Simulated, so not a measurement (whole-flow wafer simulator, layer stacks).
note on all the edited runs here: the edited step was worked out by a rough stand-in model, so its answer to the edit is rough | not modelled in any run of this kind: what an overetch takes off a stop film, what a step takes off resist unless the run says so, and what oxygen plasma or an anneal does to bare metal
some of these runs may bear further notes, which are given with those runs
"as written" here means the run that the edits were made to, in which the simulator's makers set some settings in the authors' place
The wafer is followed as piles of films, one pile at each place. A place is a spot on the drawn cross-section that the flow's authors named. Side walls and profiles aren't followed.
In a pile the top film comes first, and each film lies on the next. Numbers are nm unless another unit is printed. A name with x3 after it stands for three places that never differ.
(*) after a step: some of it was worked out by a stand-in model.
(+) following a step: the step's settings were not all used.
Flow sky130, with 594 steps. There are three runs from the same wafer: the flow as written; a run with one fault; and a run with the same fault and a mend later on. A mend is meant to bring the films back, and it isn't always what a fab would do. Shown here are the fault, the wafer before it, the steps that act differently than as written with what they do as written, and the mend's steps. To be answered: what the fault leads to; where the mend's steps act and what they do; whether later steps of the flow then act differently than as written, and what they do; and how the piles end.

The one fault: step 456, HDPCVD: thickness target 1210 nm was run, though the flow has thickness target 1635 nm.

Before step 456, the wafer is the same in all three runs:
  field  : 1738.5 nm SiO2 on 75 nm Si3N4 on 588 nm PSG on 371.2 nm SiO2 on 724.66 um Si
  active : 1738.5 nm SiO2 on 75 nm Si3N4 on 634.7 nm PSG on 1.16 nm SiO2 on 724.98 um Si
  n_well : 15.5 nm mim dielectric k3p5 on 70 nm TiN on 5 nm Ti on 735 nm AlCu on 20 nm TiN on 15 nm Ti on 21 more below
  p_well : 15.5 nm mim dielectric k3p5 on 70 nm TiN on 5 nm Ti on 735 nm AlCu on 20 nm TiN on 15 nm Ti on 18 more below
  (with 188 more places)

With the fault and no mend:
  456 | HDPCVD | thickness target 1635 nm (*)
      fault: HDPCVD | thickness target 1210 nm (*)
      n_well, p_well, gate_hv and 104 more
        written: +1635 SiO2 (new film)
        fault: +1210 SiO2 (new film)
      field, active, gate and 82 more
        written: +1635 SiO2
        fault: +1210 SiO2
  Steps later in the flow that act otherwise than as written (20 more steps, not shown, differ only slightly: by at most 2% or 0.5 nm, whichever is larger):
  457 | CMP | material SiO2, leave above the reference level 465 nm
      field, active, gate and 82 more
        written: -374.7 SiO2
        fault: nothing
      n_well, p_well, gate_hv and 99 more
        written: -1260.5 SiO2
        fault: -835.5 SiO2
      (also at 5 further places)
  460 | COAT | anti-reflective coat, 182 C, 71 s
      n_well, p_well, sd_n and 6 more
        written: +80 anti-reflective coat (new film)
        fault: +30.2 anti-reflective coat (new film)
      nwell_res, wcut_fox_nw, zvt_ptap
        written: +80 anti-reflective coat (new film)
        fault: +64.6 anti-reflective coat (new film)
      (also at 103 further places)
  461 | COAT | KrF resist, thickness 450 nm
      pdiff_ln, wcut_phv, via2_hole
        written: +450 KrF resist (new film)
        fault: +438.5 KrF resist (new film)
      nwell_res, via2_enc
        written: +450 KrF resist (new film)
        fault: +439.8 KrF resist (new film)
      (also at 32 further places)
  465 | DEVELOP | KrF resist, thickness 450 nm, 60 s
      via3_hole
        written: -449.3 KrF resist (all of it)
        fault: -437.9 KrF resist (all of it)
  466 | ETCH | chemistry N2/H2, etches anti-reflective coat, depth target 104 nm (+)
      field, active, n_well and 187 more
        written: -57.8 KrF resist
        fault: -38.5 KrF resist
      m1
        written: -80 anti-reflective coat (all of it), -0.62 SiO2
        fault: -50.5 anti-reflective coat (all of it), -0.48 SiO2
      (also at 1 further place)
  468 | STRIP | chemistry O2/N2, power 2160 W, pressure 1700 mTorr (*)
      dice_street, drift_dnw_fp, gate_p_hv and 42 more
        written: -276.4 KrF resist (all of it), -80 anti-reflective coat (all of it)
        fault: -295.7 KrF resist (all of it), -80 anti-reflective coat (all of it)
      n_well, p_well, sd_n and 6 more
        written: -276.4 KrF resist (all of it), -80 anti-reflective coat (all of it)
        fault: -294.5 KrF resist (all of it), -30.2 anti-reflective coat (all of it)
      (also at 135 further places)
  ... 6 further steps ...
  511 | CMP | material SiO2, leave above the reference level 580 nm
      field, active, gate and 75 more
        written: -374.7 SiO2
        fault: -393.2 SiO2
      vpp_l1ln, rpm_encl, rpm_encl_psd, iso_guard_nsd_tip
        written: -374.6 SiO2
        fault: -393.2 SiO2
  The piles end different from the flow's at field, active, gate and 83 more by more than 2% or 0.5 nm, whichever is larger.
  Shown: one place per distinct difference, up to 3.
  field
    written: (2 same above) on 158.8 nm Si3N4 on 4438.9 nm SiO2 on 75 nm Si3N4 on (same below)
    fault: (2 same above) on 158.8 nm Si3N4 on 1451.3 nm SiO2 on 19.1 nm W on 20 nm TiN on 2948.5 nm SiO2 on 75 nm Si3N4 on (same below)
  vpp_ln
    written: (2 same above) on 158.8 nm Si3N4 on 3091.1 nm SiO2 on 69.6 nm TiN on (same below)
    fault: (2 same above) on 158.8 nm Si3N4 on 1451.3 nm SiO2 on 19.1 nm W on 20 nm TiN on 1600.7 nm SiO2 on 69.6 nm TiN on (same below)
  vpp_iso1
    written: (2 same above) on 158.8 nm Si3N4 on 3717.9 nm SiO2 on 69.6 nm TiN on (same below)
    fault: (2 same above) on 158.8 nm Si3N4 on 1451.3 nm SiO2 on 19.1 nm W on 20 nm TiN on 2227.5 nm SiO2 on 69.6 nm TiN on (same below)

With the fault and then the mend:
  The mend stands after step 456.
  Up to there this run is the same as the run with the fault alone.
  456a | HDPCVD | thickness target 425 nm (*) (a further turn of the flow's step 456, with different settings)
      field, active, n_well and 189 more
        +425 SiO2
  None of the later steps of the flow acts differently than as written at any place that is followed.
  At every place that both follow, the piles at the end match the flow's.
